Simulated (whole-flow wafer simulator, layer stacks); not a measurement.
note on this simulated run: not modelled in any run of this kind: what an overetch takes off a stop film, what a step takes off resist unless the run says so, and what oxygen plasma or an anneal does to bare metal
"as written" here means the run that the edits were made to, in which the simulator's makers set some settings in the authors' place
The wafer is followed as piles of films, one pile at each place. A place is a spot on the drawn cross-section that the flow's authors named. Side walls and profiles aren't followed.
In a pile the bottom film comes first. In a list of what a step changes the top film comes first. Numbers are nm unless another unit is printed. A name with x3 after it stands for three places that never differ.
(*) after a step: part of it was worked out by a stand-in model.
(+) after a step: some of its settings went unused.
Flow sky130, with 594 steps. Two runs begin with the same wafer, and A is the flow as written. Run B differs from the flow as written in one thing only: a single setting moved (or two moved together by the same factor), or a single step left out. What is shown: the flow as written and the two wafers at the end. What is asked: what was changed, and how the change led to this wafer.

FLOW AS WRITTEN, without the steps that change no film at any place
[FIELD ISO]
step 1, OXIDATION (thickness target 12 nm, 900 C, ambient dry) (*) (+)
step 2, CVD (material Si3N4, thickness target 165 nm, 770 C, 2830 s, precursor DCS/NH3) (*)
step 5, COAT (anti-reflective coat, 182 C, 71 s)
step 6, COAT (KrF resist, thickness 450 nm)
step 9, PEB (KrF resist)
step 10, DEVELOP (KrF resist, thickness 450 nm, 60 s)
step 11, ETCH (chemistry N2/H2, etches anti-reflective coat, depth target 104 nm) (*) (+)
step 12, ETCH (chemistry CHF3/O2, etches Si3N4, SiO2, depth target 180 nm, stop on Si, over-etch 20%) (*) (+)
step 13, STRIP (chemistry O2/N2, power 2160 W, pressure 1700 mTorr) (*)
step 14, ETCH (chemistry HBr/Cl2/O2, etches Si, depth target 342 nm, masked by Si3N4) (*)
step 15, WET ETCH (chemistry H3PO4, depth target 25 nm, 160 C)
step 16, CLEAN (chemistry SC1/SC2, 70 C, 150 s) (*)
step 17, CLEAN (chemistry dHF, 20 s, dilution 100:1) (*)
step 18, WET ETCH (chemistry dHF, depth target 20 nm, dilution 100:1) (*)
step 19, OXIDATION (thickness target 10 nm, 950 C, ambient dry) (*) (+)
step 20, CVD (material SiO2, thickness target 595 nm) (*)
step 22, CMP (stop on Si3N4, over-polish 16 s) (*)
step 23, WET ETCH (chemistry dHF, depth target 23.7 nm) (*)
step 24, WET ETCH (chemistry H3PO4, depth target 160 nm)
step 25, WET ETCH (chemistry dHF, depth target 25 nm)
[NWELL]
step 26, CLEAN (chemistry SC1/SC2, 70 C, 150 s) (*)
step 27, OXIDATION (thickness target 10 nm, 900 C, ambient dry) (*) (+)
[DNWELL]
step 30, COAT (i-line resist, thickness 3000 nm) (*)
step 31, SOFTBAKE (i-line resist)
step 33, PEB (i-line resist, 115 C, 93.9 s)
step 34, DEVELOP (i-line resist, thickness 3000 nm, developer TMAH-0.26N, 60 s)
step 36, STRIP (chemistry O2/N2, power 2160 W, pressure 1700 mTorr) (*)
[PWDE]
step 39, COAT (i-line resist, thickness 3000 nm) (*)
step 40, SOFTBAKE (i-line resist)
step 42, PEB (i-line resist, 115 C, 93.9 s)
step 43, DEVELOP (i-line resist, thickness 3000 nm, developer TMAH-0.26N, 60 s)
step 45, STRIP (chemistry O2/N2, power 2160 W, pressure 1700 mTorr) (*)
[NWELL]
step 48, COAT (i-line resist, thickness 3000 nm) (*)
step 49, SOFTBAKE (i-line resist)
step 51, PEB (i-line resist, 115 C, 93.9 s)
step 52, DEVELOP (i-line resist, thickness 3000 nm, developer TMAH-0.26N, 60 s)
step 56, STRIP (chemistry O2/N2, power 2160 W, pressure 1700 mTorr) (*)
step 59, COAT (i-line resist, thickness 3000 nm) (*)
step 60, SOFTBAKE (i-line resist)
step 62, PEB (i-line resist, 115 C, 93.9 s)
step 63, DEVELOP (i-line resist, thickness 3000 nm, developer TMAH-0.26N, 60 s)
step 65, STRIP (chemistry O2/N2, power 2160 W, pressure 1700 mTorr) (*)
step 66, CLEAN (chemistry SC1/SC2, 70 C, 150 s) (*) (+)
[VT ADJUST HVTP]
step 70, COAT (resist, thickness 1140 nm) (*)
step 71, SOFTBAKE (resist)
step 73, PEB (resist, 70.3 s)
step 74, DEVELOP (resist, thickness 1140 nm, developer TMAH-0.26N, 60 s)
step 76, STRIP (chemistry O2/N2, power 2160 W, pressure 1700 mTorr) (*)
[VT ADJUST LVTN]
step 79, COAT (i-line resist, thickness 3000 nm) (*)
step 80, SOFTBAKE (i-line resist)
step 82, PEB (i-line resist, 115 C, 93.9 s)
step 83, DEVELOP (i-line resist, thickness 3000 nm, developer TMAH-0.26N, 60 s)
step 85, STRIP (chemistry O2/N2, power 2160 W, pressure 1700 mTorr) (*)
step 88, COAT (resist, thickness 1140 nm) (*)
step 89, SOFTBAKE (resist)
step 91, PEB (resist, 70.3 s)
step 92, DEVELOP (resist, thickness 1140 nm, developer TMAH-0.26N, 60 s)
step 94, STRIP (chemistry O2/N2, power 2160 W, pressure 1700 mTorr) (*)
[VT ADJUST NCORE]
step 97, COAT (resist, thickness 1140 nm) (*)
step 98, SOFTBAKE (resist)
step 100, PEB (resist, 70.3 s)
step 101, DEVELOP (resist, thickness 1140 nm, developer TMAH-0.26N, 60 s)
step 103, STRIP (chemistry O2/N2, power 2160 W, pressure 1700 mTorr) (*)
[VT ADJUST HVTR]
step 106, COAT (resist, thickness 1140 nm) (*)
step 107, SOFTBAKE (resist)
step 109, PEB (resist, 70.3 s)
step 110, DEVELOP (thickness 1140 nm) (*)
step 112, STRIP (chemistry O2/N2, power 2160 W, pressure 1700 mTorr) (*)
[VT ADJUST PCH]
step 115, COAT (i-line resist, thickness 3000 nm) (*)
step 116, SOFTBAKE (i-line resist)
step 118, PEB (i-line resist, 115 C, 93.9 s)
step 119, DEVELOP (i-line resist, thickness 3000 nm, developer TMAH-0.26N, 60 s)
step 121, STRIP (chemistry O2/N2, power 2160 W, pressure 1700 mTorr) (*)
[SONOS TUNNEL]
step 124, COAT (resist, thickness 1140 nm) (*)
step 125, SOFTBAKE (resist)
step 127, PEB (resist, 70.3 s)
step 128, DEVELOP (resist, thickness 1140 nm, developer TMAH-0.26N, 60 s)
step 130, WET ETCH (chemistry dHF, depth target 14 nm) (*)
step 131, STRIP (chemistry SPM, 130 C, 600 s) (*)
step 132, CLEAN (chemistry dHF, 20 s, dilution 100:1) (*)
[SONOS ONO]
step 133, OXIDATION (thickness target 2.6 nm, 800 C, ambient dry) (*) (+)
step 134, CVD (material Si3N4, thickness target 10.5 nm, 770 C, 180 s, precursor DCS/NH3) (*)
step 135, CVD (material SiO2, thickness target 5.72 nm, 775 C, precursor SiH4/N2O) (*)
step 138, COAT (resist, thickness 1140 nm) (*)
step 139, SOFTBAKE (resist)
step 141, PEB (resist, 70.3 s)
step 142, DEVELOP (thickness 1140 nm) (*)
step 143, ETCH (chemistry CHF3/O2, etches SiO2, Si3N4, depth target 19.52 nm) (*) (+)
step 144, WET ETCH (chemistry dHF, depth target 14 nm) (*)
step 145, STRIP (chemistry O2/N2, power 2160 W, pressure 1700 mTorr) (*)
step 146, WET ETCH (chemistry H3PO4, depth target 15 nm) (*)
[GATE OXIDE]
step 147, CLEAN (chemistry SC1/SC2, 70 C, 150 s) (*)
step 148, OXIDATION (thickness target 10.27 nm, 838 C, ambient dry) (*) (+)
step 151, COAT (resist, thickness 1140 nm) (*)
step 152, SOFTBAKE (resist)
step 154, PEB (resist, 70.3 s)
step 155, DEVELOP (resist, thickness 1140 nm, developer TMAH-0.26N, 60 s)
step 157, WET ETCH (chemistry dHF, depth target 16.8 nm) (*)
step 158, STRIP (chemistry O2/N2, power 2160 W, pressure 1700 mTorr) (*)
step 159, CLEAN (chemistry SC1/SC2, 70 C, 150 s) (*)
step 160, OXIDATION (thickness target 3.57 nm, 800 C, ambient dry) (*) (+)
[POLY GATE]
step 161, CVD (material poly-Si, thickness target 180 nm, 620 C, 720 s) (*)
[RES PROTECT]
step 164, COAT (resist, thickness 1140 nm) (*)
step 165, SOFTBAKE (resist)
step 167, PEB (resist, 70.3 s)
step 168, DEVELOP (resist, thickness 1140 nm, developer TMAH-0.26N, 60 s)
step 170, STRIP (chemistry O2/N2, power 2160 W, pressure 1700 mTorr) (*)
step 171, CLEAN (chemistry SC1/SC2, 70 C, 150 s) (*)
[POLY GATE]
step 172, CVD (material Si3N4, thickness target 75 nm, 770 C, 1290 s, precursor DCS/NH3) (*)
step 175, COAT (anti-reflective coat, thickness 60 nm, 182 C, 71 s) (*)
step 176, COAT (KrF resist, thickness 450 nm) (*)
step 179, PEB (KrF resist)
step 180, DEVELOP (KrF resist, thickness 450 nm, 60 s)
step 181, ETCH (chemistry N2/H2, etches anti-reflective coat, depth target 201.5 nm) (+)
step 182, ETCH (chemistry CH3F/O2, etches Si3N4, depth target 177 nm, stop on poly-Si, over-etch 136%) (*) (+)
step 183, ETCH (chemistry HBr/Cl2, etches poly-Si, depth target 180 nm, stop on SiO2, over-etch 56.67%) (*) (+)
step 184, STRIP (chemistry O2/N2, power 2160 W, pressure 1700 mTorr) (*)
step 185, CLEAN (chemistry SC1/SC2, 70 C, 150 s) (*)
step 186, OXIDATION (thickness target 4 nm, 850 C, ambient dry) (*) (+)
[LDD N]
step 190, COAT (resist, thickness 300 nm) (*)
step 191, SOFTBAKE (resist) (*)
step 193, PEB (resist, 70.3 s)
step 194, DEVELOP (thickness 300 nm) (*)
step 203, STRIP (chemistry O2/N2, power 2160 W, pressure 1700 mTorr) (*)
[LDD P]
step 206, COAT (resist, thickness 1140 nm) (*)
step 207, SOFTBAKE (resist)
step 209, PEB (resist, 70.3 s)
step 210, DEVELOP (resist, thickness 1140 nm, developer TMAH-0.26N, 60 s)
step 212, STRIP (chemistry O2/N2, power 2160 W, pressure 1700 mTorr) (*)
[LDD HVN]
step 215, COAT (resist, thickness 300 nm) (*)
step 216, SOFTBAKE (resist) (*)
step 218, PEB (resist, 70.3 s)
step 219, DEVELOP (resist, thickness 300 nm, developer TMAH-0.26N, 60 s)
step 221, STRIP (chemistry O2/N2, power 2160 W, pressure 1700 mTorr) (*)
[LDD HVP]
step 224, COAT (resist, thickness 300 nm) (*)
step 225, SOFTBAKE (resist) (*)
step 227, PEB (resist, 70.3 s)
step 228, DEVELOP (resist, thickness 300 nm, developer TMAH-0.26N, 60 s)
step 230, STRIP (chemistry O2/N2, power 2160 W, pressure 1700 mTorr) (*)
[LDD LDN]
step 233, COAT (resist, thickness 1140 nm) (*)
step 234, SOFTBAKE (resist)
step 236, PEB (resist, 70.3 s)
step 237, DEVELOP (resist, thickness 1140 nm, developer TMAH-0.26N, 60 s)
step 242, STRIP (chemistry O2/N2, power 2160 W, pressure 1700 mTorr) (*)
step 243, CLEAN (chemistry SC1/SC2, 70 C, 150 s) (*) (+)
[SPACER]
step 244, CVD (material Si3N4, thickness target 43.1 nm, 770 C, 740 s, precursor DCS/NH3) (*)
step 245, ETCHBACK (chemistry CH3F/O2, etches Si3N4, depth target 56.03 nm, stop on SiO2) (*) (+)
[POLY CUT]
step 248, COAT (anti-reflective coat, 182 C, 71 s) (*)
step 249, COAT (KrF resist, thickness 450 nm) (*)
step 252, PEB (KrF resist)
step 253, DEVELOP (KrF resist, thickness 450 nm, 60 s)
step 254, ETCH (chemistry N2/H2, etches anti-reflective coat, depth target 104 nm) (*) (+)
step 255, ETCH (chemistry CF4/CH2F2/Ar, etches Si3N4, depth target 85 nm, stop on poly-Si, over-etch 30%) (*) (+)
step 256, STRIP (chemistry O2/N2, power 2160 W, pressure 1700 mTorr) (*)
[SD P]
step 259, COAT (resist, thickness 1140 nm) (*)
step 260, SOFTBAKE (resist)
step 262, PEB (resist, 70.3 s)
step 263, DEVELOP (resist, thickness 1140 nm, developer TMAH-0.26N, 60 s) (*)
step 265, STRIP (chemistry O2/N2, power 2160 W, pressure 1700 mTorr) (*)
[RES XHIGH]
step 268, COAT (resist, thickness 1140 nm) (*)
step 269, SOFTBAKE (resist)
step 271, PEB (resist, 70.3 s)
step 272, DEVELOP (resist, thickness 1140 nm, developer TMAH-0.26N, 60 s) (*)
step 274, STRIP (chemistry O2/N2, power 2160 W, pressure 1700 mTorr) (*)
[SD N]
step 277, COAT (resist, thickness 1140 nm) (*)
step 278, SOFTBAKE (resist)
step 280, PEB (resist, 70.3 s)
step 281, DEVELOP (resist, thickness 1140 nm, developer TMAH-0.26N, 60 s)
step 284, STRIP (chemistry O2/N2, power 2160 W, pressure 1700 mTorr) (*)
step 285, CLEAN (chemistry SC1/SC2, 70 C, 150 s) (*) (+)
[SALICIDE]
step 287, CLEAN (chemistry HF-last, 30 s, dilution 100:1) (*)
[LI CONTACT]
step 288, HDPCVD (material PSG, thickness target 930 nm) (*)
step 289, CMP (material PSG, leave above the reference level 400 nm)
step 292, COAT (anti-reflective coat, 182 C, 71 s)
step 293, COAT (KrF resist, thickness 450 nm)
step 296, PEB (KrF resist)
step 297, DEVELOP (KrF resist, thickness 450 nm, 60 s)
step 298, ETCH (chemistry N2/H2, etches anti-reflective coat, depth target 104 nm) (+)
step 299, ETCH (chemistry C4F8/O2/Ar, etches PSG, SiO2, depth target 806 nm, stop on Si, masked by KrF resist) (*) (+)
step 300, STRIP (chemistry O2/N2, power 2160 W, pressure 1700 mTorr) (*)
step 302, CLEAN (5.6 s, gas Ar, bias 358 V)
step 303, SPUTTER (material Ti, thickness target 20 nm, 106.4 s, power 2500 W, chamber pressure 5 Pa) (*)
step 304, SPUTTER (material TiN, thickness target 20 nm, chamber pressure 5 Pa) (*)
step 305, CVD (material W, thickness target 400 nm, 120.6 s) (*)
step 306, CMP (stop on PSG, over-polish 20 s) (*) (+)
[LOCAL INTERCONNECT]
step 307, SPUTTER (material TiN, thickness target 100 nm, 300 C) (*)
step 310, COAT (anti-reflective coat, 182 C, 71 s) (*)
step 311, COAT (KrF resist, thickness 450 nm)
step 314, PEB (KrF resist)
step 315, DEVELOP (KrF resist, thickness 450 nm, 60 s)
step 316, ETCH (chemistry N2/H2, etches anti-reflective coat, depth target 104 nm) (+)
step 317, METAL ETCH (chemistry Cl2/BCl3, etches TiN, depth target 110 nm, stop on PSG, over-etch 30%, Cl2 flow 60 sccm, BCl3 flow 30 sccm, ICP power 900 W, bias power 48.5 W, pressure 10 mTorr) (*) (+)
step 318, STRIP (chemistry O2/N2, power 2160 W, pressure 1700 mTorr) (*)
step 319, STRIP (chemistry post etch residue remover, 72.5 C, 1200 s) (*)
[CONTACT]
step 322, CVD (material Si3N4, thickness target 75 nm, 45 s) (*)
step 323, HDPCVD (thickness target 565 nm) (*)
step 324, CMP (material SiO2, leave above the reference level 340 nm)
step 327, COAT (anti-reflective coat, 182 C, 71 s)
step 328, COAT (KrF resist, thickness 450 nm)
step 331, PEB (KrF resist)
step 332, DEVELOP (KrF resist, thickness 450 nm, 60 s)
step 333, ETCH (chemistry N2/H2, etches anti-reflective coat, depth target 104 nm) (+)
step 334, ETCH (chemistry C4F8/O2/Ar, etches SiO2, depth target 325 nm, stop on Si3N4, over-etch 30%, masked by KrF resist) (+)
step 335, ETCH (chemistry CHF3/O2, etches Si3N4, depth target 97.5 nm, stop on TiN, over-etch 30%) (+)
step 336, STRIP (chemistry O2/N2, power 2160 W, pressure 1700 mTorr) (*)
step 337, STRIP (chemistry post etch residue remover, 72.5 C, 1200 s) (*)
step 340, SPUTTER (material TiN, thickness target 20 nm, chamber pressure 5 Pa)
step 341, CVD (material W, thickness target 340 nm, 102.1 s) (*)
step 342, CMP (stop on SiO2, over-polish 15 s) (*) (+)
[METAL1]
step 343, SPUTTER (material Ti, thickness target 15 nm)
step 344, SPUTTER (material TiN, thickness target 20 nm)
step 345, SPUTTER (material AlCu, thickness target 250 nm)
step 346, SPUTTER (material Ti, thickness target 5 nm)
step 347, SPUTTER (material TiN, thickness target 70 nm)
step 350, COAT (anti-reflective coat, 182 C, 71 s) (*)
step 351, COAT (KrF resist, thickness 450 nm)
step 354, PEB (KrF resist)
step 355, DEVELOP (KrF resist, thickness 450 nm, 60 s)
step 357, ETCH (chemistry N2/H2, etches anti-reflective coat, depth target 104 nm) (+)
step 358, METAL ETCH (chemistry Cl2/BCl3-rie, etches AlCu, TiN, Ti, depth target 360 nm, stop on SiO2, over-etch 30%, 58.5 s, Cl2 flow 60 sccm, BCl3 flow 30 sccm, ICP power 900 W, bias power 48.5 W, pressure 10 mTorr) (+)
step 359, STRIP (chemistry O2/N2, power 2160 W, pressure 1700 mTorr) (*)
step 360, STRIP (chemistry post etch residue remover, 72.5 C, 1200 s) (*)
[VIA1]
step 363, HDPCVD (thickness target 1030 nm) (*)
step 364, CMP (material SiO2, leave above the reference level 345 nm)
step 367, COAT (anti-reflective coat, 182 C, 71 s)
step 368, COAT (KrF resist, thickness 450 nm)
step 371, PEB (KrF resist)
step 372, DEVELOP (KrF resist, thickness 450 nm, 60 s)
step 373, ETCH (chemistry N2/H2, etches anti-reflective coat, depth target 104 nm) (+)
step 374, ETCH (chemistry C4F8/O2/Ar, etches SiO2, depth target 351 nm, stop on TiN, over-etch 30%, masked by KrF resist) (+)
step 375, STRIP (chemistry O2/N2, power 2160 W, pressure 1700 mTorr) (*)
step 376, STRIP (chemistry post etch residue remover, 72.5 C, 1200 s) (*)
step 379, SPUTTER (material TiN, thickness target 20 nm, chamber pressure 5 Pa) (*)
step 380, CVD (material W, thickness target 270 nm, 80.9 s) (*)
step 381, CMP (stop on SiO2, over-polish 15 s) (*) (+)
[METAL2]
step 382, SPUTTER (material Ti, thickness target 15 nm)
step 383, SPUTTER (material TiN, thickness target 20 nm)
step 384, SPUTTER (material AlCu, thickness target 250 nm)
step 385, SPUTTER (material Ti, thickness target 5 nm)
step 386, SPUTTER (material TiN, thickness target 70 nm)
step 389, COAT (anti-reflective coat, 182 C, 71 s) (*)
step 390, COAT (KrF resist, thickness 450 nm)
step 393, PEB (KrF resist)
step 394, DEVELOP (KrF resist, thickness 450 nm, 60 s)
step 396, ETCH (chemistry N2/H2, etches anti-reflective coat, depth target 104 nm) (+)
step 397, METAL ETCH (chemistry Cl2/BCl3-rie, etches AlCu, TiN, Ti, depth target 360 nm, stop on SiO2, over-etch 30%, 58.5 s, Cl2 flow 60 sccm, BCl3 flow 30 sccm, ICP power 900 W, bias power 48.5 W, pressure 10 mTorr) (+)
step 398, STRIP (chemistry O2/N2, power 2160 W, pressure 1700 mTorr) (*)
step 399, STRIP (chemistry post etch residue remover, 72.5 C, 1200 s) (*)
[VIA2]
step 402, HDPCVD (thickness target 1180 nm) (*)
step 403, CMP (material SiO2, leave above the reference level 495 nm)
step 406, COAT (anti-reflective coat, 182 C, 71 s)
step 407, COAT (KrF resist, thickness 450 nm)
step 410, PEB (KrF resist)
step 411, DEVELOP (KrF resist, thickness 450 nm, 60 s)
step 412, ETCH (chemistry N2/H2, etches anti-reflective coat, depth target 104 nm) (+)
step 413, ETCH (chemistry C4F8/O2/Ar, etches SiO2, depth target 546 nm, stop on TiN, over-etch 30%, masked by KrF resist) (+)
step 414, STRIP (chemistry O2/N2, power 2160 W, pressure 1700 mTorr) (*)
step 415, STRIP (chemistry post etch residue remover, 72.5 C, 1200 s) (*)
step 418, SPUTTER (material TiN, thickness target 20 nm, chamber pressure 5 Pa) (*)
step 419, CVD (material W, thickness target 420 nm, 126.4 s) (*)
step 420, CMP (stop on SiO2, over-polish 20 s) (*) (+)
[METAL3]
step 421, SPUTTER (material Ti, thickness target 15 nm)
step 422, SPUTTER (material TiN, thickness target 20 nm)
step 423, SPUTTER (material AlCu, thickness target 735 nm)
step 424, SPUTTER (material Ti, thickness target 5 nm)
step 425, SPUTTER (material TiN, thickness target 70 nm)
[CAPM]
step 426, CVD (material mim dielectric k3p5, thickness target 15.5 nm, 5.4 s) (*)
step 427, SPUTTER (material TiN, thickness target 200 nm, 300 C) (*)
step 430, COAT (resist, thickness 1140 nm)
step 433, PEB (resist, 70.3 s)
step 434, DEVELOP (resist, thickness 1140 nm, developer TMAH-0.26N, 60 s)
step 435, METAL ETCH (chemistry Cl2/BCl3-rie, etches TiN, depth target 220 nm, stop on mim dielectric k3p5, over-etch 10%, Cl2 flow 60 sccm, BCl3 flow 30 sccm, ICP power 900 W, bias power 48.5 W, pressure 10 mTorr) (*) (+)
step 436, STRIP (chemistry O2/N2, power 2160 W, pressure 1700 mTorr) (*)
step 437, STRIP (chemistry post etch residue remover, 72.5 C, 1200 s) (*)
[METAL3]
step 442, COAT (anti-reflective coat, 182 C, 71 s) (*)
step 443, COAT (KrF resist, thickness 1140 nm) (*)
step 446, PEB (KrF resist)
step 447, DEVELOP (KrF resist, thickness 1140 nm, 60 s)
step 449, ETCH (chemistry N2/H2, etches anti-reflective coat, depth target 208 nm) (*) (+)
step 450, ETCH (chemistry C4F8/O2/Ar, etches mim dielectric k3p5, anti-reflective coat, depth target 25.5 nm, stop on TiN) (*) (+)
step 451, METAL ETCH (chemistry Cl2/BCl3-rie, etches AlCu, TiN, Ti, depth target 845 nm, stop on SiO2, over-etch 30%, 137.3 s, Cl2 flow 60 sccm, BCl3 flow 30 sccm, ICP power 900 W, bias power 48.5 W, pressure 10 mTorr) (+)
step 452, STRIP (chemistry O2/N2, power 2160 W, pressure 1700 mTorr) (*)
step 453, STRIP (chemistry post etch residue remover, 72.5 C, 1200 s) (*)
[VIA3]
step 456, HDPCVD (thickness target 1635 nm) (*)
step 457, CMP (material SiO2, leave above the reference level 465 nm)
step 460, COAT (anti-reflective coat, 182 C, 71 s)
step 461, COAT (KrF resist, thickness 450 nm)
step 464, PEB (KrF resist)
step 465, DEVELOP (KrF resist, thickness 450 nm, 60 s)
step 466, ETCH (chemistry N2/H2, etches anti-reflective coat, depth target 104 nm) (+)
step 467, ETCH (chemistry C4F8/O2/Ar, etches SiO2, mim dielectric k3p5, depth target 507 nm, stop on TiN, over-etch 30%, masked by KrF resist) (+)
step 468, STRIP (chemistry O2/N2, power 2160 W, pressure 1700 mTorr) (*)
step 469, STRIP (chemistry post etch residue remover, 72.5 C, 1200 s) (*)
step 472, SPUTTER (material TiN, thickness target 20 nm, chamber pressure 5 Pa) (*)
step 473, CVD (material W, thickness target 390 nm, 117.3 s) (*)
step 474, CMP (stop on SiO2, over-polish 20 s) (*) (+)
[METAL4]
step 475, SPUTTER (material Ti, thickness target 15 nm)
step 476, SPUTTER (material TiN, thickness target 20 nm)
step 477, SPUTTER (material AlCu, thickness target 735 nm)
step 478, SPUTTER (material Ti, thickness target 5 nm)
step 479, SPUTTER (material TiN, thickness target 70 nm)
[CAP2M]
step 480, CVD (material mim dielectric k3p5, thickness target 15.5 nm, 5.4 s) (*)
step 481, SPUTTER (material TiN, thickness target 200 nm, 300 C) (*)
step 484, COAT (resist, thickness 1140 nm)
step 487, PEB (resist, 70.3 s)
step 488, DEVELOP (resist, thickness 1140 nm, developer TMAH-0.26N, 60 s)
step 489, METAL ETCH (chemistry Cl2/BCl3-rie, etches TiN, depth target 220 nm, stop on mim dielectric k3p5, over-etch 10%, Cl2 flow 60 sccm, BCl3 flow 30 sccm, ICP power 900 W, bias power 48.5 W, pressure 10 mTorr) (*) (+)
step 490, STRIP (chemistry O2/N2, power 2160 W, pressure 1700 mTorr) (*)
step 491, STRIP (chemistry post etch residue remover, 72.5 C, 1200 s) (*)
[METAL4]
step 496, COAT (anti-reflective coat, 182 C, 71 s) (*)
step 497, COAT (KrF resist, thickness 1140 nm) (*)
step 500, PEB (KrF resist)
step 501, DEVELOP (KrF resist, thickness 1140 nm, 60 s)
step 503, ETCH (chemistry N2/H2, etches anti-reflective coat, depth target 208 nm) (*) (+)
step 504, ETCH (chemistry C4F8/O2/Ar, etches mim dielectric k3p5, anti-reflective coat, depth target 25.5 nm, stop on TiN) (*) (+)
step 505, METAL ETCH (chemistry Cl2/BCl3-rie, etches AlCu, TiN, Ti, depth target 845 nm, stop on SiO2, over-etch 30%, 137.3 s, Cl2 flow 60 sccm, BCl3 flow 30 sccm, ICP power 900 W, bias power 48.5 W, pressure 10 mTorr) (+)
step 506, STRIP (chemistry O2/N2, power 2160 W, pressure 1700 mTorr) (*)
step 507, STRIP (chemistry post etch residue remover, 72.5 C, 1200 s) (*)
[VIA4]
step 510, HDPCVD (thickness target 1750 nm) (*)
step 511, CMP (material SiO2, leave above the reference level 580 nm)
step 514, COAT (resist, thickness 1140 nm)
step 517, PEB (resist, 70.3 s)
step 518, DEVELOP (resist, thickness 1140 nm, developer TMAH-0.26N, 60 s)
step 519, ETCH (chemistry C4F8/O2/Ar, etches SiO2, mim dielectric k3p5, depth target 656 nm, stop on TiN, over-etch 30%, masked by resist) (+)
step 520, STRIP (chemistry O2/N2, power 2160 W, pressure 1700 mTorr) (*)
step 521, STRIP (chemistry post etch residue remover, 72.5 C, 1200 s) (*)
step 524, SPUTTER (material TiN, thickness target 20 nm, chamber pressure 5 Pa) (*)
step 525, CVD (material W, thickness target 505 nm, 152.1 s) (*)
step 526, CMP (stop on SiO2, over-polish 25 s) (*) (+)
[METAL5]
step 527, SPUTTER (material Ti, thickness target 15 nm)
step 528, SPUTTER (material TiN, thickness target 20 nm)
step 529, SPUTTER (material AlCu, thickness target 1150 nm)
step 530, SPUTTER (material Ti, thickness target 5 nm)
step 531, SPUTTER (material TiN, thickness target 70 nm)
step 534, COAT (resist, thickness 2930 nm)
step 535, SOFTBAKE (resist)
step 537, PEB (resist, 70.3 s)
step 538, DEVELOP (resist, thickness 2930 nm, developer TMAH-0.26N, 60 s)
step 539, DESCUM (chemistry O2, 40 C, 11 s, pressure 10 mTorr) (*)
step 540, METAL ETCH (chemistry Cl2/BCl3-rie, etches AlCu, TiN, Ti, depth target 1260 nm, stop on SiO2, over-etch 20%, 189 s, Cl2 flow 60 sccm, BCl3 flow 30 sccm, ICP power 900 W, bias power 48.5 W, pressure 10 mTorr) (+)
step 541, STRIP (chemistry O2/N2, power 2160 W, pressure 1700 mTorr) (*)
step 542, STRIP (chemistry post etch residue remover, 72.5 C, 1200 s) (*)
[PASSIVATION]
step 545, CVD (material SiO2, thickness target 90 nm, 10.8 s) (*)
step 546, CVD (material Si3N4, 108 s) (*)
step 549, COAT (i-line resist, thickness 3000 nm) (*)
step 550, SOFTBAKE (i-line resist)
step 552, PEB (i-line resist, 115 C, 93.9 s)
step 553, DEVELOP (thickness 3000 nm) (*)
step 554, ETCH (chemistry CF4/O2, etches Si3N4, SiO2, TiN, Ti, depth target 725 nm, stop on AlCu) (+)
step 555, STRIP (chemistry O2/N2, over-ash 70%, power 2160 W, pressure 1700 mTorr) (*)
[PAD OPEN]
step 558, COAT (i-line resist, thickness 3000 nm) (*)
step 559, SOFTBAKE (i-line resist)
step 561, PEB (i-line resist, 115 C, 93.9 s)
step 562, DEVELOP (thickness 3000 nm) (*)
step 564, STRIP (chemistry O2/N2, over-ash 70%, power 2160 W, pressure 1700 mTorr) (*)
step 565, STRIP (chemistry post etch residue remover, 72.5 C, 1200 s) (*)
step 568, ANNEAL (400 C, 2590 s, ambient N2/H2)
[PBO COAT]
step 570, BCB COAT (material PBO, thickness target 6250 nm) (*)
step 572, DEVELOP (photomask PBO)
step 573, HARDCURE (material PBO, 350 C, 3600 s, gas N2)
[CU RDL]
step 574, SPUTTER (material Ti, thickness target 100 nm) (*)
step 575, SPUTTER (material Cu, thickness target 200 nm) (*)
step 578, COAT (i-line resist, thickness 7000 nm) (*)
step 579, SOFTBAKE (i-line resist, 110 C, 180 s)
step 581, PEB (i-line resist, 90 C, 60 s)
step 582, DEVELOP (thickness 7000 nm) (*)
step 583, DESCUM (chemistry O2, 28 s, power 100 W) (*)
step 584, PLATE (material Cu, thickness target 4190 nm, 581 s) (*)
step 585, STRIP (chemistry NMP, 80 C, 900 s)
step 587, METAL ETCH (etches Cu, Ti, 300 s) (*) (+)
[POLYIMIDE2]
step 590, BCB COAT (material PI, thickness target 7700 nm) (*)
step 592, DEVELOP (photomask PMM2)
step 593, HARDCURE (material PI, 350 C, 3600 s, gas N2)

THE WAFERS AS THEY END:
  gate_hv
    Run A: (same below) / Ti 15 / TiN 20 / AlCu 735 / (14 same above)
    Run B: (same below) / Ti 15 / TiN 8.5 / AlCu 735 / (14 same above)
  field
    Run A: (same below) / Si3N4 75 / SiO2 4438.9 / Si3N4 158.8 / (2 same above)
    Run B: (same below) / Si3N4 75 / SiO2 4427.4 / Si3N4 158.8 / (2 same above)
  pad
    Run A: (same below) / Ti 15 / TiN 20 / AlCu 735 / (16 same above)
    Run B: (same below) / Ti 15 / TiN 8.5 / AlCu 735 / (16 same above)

What caused this: step 422, SPUTTER: thickness target 8.5 nm was run, whereas the flow has thickness target 20 nm.
The wafer lets one read it off: gate_hv has TiN 8.5, and step 422 as written asks for 20 nm.

The path from the change to this, step by step:
  step 422, SPUTTER (material TiN, thickness target 20 nm)
      field, active, n_well and 188 more: A +20 TiN (new film) | B +8.5 TiN (new film)
  step 451, METAL ETCH (chemistry Cl2/BCl3-rie, etches AlCu, TiN, Ti, depth target 845 nm, stop on SiO2, over-etch 30%, 137.3 s, Cl2 flow 60 sccm, BCl3 flow 30 sccm, ICP power 900 W, bias power 48.5 W, pressure 10 mTorr) (+)
      field, gate, spacer and 68 more: A -70 TiN (all of it), -5 Ti (all of it), -735 AlCu (all of it), -20 TiN (all of it), -15 Ti (all of it), -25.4 SiO2 | B -70 TiN (all of it), -5 Ti (all of it), -735 AlCu (all of it), -8.5 TiN (all of it), -15 Ti (all of it), -26.5 SiO2
      active, vpp_ln, vpp_iso2 and 11 more: A -70 TiN (all of it), -5 Ti (all of it), -735 AlCu (all of it), -20 TiN (all of it), -15 Ti (all of it), -25.3 SiO2 | B -70 TiN (all of it), -5 Ti (all of it), -735 AlCu (all of it), -8.5 TiN (all of it), -15 Ti (all of it), -26.5 SiO2
  step 457, CMP (material SiO2, leave above the reference level 465 nm)
      field, active, gate and 82 more: A -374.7 SiO2 | B -385 SiO2
